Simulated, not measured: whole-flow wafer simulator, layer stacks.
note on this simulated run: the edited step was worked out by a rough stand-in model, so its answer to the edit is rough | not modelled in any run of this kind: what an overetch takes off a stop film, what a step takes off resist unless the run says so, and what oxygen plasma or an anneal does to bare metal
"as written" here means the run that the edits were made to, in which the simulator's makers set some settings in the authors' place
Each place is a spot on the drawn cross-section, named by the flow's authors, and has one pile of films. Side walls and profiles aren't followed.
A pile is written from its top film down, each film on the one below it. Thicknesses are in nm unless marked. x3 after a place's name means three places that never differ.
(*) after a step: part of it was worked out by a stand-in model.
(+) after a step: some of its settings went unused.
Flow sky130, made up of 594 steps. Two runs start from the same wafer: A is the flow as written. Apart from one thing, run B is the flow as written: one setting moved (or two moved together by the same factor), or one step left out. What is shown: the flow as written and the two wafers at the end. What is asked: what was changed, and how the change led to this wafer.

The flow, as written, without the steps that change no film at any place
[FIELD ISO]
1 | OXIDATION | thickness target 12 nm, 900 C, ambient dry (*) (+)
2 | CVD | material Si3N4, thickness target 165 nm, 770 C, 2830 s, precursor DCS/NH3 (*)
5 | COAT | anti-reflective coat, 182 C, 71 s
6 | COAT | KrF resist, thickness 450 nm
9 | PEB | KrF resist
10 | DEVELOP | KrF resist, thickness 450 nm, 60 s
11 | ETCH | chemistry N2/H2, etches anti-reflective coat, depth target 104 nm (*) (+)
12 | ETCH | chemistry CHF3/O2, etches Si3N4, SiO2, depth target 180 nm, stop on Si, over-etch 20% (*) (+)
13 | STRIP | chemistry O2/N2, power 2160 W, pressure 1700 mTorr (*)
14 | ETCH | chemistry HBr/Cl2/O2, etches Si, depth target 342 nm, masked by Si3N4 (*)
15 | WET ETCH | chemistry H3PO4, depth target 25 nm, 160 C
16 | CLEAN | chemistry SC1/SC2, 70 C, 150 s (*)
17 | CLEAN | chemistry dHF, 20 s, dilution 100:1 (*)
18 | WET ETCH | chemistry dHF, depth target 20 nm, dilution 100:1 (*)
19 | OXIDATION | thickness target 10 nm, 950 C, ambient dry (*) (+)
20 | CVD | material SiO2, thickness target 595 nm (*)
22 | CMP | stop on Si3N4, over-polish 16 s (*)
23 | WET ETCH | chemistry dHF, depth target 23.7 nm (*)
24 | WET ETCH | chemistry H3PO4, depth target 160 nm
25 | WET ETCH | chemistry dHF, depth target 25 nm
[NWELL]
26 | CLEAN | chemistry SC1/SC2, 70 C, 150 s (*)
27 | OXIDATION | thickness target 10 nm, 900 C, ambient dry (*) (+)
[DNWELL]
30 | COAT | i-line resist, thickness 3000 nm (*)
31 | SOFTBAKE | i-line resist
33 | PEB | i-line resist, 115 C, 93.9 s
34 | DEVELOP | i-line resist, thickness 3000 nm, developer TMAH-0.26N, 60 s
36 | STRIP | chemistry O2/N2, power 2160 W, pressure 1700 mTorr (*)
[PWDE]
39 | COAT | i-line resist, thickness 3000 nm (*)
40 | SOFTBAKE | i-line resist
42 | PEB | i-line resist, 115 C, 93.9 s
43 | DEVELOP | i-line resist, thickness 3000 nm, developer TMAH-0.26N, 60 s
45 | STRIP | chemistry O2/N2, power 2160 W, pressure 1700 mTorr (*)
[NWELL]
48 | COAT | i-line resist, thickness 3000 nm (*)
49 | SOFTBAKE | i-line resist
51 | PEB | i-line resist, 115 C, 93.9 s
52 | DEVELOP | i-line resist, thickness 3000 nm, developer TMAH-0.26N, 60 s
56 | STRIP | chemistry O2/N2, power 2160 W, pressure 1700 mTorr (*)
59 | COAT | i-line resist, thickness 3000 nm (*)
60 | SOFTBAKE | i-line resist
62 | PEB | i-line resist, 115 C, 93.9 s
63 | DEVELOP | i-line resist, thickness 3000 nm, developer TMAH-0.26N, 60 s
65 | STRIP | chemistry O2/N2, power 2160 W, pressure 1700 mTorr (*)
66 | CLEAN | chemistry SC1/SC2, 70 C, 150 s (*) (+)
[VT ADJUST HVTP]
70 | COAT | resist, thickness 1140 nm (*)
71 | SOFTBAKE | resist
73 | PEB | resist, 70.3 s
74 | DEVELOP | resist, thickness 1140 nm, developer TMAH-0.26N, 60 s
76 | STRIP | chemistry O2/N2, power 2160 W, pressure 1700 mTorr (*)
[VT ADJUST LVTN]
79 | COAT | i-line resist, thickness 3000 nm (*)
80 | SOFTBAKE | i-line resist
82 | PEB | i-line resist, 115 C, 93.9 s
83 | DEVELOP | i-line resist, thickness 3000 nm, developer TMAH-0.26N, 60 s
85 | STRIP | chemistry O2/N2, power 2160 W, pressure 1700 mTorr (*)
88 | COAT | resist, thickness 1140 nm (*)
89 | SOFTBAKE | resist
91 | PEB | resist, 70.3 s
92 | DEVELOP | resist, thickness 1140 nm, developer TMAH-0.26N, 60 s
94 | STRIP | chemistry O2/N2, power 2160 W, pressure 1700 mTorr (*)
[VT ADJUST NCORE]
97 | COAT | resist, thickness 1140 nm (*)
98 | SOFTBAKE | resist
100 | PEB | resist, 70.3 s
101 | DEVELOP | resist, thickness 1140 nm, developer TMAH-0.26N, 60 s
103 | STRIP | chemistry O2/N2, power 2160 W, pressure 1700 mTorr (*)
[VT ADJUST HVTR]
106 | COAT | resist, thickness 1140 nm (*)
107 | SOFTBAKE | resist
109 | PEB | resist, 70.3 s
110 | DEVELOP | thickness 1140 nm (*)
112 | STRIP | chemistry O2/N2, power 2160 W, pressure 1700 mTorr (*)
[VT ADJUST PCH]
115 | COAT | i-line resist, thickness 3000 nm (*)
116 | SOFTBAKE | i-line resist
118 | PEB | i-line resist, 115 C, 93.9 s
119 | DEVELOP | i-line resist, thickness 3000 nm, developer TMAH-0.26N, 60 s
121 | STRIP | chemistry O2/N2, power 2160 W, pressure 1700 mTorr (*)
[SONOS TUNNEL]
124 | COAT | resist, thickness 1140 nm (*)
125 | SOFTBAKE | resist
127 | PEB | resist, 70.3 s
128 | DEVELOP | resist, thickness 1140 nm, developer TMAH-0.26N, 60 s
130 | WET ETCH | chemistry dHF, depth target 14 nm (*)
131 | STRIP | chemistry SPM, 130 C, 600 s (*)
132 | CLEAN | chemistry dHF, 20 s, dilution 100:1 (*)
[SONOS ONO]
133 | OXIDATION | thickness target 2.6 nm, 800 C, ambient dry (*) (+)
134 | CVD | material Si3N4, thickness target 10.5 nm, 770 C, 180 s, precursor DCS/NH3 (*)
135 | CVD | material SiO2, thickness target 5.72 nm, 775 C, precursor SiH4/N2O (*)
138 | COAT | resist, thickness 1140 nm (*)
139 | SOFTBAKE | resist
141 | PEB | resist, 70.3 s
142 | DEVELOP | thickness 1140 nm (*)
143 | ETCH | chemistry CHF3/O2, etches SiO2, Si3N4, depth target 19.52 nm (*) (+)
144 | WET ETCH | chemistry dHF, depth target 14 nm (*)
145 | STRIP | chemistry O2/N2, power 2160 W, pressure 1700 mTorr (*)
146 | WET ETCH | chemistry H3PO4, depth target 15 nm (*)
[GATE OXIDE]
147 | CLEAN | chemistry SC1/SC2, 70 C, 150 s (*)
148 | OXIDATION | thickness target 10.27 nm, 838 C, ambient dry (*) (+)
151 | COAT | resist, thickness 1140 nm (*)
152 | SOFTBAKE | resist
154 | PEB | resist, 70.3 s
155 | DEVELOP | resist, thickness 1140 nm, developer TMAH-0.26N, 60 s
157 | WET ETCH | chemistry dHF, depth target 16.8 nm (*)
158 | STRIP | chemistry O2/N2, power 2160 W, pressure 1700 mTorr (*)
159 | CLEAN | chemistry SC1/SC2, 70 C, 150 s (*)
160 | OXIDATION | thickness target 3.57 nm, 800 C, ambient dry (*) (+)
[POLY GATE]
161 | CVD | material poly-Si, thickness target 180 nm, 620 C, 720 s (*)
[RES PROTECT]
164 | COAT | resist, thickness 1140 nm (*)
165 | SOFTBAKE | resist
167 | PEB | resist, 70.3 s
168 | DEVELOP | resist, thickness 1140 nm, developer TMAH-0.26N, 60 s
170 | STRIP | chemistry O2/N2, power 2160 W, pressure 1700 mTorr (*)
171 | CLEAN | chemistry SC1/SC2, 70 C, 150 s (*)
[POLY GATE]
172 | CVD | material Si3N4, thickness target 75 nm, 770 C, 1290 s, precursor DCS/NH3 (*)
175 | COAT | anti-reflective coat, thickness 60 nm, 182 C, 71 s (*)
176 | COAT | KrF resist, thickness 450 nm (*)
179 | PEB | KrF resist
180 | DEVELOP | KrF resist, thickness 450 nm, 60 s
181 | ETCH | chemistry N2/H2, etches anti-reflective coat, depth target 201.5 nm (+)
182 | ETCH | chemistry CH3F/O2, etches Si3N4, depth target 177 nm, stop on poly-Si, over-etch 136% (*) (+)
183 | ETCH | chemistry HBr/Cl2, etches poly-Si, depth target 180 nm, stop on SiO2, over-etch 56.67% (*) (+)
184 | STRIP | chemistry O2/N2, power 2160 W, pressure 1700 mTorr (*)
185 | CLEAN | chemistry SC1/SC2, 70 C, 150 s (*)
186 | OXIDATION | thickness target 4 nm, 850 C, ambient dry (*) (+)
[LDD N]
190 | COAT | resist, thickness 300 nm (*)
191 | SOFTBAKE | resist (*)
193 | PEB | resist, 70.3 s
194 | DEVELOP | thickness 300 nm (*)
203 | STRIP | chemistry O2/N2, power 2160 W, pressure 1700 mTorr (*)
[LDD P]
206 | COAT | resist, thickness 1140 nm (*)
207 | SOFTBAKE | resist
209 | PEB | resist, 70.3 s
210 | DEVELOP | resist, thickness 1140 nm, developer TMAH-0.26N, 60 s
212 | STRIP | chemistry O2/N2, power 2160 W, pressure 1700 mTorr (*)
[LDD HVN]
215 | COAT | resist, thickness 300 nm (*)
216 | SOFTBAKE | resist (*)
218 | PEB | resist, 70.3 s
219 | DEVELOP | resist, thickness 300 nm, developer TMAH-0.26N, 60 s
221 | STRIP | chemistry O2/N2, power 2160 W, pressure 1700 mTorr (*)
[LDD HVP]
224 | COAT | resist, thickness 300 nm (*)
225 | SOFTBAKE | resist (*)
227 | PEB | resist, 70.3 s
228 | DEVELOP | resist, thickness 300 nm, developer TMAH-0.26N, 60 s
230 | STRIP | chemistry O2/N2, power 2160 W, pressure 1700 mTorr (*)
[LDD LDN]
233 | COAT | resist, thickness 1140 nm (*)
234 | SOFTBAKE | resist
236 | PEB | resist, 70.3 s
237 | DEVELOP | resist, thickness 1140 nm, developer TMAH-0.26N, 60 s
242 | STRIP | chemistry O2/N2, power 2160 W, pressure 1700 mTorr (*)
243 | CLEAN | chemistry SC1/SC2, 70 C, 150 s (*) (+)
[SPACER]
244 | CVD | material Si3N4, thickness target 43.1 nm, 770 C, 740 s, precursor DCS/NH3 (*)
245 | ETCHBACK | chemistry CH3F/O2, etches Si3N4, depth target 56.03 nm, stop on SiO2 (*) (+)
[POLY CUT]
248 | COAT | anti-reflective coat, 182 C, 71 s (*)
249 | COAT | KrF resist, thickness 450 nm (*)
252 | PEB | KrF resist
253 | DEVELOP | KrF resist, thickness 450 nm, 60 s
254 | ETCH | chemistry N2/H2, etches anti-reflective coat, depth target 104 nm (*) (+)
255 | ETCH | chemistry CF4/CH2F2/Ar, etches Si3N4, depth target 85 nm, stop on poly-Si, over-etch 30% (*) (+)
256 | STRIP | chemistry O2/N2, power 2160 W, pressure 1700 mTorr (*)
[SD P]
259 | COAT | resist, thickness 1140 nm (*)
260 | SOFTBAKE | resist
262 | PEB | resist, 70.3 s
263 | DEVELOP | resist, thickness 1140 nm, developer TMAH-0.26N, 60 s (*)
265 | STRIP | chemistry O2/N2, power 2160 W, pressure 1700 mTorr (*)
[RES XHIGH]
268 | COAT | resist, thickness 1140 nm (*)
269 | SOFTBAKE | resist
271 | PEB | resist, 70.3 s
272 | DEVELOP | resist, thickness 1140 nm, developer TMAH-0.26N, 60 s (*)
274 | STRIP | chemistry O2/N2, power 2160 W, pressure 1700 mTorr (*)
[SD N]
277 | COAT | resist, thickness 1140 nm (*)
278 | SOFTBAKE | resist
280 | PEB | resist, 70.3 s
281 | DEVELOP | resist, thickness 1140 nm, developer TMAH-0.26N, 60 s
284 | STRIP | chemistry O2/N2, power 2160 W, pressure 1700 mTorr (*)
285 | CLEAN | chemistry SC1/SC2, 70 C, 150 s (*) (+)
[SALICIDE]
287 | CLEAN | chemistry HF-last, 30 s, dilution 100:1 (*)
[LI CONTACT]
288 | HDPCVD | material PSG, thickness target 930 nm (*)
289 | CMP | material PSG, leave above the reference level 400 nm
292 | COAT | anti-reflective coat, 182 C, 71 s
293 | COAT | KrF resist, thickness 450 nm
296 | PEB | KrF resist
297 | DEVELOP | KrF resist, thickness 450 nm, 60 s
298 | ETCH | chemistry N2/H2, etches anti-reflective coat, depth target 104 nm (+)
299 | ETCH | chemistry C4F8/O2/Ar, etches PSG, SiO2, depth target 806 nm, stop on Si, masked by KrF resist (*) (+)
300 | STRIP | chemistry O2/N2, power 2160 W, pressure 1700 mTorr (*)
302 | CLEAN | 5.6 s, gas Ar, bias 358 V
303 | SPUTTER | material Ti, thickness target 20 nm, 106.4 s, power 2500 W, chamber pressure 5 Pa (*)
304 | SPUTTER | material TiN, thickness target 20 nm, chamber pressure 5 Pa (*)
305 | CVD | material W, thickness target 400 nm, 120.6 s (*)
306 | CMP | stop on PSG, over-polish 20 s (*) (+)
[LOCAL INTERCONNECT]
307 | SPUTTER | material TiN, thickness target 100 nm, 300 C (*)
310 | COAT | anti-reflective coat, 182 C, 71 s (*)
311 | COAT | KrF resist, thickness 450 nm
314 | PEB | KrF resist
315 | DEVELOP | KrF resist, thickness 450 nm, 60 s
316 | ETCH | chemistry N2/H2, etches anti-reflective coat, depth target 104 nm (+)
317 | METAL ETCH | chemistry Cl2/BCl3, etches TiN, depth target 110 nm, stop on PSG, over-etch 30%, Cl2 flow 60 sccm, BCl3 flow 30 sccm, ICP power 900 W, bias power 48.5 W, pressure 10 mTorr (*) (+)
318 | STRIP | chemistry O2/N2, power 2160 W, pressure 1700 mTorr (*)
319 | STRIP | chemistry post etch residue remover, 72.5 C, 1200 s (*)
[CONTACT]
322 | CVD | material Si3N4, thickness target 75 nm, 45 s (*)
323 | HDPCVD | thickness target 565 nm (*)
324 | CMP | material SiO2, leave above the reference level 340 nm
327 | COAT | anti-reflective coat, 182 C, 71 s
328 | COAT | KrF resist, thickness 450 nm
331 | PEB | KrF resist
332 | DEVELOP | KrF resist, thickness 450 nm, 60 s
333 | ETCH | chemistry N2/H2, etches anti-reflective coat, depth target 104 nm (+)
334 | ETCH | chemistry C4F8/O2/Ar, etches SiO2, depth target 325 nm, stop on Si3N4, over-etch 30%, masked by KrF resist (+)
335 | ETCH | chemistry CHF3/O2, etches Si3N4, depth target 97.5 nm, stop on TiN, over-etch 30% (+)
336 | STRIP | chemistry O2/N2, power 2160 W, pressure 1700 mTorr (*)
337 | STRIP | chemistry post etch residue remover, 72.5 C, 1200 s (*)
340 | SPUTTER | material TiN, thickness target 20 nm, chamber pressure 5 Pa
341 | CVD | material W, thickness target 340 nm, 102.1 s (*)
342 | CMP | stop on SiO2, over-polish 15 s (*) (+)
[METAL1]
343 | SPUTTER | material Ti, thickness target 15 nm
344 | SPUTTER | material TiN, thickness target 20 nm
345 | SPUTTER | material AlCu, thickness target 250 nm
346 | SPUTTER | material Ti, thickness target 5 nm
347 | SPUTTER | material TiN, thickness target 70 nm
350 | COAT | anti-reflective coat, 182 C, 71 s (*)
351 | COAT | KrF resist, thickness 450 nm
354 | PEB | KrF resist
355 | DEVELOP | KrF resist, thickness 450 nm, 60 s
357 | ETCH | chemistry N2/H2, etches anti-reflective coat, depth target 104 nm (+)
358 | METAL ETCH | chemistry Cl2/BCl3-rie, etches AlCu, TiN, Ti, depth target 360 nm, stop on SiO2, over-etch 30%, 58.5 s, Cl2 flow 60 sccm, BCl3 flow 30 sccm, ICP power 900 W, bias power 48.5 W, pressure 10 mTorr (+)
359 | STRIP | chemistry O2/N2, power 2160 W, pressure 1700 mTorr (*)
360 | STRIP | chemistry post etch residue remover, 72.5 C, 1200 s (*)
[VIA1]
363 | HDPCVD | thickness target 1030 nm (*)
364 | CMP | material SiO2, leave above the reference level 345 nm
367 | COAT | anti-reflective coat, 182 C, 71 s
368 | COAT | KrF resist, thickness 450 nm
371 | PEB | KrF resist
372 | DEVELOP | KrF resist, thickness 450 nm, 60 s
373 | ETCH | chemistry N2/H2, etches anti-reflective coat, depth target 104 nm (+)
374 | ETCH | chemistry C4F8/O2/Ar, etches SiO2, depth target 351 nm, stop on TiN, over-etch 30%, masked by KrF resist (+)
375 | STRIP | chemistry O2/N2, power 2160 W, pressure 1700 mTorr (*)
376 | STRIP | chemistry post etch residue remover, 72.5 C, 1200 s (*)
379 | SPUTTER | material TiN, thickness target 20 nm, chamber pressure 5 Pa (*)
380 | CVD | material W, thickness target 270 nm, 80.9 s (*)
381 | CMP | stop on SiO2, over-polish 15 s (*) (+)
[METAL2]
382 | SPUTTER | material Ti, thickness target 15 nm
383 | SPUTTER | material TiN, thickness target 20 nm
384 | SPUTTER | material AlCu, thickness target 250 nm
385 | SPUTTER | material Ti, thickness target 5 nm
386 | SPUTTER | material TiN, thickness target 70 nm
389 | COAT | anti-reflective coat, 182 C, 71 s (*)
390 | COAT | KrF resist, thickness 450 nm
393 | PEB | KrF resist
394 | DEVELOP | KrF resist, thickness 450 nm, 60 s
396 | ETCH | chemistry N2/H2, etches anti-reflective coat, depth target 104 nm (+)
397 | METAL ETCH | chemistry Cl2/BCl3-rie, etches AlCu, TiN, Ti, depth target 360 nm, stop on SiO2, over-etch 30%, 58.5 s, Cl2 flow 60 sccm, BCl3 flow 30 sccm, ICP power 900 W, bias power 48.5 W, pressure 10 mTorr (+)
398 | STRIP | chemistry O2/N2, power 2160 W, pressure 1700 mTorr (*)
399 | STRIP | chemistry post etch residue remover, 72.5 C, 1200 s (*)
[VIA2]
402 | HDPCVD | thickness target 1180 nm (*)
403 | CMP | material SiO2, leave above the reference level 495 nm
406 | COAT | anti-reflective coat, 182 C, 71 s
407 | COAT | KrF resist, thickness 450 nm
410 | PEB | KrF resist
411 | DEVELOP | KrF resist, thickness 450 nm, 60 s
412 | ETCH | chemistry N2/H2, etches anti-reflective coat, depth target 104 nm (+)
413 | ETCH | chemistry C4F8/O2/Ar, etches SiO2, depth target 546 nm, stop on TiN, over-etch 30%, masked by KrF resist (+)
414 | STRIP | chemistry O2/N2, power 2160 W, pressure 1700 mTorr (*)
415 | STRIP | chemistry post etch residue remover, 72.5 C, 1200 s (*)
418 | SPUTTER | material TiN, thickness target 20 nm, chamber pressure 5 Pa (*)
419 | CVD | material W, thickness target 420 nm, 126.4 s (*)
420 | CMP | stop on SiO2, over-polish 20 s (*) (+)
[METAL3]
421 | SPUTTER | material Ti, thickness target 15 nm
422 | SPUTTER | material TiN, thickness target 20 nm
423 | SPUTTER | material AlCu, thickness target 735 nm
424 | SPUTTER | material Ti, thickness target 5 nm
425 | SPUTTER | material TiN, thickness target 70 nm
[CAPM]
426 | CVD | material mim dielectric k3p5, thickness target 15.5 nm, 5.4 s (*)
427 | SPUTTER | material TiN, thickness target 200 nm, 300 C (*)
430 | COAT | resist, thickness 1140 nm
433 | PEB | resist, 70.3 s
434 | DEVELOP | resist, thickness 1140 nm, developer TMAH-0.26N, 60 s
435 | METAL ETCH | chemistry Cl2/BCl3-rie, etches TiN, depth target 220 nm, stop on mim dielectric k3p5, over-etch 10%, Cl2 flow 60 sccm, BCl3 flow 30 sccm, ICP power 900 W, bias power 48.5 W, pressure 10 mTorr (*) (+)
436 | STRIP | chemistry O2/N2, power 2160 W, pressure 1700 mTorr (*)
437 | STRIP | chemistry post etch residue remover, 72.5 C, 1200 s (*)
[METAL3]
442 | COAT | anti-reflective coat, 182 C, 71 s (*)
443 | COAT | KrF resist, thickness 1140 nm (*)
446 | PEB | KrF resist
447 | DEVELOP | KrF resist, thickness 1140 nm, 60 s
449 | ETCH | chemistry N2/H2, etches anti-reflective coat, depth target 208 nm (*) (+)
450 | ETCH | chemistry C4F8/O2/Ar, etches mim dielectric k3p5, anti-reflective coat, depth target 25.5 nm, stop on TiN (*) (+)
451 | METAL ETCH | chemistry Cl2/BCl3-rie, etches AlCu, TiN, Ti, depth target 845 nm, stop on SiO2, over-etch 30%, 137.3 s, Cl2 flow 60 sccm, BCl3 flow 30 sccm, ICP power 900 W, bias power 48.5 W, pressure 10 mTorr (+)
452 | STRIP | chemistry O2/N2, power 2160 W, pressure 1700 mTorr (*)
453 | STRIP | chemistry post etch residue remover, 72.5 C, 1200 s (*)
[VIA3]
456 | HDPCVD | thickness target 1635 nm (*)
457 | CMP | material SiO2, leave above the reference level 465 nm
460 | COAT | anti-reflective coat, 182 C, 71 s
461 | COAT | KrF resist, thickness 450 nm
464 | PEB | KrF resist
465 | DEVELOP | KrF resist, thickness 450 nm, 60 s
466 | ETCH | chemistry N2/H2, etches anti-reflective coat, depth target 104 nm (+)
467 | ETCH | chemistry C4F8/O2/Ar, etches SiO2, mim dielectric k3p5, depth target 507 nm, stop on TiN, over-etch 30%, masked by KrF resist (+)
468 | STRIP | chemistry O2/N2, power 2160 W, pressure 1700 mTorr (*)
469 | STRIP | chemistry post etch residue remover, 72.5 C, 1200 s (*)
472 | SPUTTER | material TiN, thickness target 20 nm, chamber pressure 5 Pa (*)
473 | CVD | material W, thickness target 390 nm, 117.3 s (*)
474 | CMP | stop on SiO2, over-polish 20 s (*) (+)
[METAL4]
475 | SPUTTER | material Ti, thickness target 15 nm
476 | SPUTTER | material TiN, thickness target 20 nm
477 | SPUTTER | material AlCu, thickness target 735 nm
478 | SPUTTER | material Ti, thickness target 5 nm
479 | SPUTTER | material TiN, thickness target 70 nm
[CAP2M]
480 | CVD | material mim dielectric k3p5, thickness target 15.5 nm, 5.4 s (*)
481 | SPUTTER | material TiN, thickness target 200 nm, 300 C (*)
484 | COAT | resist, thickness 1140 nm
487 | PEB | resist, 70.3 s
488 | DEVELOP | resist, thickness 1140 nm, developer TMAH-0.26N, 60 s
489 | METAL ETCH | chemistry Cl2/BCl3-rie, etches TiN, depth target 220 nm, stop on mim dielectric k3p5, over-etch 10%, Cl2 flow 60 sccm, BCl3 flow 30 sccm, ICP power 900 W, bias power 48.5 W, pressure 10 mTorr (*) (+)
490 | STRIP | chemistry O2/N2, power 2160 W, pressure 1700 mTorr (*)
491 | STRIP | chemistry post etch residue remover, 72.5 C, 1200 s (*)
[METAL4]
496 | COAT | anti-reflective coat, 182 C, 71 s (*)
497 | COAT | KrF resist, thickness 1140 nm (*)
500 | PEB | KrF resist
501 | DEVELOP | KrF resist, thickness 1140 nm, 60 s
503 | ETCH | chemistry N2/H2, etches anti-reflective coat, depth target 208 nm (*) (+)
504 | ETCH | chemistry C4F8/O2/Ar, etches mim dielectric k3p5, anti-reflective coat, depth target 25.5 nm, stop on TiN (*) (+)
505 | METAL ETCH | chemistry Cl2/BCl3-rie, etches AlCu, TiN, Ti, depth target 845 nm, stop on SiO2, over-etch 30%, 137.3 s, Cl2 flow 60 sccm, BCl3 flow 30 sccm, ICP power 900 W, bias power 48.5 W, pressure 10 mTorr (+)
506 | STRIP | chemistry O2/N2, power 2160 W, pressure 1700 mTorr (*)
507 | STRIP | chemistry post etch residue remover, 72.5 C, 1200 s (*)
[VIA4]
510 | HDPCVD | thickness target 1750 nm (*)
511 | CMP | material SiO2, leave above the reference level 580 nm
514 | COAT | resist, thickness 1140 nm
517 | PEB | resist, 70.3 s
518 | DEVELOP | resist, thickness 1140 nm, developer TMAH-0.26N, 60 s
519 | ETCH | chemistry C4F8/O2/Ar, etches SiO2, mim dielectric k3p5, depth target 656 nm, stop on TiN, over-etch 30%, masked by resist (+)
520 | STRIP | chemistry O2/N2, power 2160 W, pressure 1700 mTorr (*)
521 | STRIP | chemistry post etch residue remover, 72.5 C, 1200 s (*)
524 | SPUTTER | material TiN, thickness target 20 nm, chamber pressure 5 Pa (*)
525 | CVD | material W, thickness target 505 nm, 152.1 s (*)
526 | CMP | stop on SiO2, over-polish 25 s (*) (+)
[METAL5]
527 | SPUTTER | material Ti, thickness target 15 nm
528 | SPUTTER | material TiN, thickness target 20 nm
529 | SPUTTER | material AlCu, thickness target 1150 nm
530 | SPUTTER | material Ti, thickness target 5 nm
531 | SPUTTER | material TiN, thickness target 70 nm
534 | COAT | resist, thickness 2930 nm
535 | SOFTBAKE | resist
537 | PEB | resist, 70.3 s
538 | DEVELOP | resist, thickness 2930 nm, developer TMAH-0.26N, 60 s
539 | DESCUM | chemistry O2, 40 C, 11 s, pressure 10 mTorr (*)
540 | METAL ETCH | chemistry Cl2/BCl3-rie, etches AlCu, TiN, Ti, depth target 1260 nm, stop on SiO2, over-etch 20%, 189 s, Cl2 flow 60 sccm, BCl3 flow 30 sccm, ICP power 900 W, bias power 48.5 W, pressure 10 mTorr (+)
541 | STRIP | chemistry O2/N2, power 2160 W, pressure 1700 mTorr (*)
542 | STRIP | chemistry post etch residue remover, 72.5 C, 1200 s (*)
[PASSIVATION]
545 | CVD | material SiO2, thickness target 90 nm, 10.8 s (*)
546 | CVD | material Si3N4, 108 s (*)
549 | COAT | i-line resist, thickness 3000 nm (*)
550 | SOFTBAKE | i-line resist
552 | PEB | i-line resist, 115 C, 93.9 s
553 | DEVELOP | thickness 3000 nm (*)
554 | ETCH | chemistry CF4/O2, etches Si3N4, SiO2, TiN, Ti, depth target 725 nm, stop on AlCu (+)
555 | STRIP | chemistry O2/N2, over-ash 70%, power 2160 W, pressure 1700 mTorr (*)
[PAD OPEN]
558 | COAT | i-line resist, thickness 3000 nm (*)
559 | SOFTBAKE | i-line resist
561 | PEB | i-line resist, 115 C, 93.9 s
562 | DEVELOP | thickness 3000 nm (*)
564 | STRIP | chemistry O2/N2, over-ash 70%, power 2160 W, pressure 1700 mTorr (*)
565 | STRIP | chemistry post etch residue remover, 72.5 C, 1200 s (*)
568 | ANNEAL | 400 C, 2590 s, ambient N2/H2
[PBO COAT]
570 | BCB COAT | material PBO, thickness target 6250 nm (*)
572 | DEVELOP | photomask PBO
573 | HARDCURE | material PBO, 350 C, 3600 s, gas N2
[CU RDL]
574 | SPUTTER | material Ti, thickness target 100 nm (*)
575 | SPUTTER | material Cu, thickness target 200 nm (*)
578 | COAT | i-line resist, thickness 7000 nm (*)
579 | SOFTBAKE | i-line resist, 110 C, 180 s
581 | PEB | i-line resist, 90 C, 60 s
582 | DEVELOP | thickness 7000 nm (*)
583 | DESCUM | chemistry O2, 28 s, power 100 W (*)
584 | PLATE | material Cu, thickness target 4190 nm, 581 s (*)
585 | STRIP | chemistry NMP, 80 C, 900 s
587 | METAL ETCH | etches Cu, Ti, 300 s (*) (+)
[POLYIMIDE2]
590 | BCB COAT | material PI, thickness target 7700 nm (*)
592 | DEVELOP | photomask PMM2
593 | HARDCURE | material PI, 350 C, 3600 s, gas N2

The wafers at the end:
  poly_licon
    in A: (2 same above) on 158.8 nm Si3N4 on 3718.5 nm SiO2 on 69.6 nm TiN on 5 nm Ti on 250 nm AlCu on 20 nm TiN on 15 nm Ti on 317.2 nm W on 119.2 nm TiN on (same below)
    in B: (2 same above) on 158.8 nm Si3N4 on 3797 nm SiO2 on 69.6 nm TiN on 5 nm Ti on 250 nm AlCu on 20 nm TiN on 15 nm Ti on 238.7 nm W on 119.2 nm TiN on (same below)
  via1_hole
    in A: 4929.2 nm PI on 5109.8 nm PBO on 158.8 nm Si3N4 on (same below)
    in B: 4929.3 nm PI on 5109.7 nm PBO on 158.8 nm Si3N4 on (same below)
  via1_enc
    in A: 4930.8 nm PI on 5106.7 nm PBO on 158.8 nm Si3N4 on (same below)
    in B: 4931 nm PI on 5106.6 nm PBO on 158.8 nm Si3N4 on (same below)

Cause: step 341, CVD: thickness target 238 nm was run, whereas the flow has thickness target 340 nm; step 341, CVD: 71.48 s was run, where the flow has 102.1 s.

How this came from the change, step by step:
  341 | CVD | material W, thickness target 340 nm, 102.1 s (*)
      field, active, n_well and 185 more: A +340 W (new film) | B +238.7 W (new film)
      ndiff_licon, ndiff_licon_cpp, rpo_hd_licon: A +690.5 W (new film) | B +589.2 W (new film)
  342 | CMP | stop on SiO2, over-polish 15 s (*) (+)
      poly_licon: A -22.8 W | B nothing
      field, active, n_well and 184 more: A -340 W (all of it), -20 TiN (all of it), -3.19 SiO2 | B -238.7 W (all of it), -20 TiN (all of it), -3.19 SiO2
      (and at 3 other places as well)
  350 | COAT | anti-reflective coat, 182 C, 71 s (*)
      poly_licon: A +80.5 anti-reflective coat (new film) | B +159 anti-reflective coat (new film)
  359 | STRIP | chemistry O2/N2, power 2160 W, pressure 1700 mTorr (*)
      poly_licon: A -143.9 KrF resist (all of it), -80.5 anti-reflective coat (all of it) | B -143.9 KrF resist (all of it), -159 anti-reflective coat (all of it)
  364 | CMP | material SiO2, leave above the reference level 345 nm
      poly_licon: A -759 SiO2 | B -680.5 SiO2
